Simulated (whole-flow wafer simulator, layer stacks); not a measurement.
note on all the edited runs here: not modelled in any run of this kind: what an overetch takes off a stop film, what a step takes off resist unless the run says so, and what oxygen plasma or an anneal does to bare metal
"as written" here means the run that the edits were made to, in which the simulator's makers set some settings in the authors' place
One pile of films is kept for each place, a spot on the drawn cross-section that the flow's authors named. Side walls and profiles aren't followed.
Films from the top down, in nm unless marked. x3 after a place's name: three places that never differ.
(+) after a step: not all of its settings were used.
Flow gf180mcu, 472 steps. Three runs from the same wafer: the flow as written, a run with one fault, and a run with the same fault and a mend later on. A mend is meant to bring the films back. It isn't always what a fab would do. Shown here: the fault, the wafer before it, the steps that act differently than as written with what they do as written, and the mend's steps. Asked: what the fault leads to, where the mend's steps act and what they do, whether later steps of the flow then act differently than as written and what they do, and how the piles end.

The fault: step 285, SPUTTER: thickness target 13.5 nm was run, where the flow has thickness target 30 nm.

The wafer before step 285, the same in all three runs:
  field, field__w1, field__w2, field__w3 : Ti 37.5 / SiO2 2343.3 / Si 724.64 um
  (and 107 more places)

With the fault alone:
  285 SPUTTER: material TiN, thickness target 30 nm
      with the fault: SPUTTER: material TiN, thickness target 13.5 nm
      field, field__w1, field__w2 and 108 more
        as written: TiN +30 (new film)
        with the fault: TiN +13.5 (new film)
  Later steps of the flow that act differently than as written:
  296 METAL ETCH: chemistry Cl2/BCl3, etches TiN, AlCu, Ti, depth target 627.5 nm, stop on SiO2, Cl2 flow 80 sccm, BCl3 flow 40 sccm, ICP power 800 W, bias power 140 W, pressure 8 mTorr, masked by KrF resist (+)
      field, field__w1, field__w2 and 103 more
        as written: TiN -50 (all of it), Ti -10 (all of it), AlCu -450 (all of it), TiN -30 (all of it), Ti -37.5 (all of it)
        with the fault: TiN -50 (all of it), Ti -10 (all of it), AlCu -450 (all of it), TiN -13.5 (all of it), Ti -37.5 (all of it)
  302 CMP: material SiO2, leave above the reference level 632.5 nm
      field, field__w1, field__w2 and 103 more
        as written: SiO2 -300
        with the fault: SiO2 -316.5
  At the end the piles differ from the flow's by more than 2% or 0.5 nm, whichever is larger, at field__w8, contact, m1, m1__w1, m1_nw.
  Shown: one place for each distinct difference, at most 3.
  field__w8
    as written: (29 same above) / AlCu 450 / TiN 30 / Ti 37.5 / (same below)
    with the fault: (29 same above) / AlCu 450 / TiN 13.5 / Ti 37.5 / (same below)
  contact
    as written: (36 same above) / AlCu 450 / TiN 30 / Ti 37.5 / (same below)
    with the fault: (36 same above) / AlCu 450 / TiN 13.5 / Ti 37.5 / (same below)

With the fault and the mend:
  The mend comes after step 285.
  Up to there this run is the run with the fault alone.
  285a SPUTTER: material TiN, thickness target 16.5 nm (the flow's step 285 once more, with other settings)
      field, field__w1, field__w2 and 108 more
        TiN +16.5
  No later step of the flow acts differently than as written at any place that is followed.
  At the end the piles are the same as the flow's at every place that both follow.
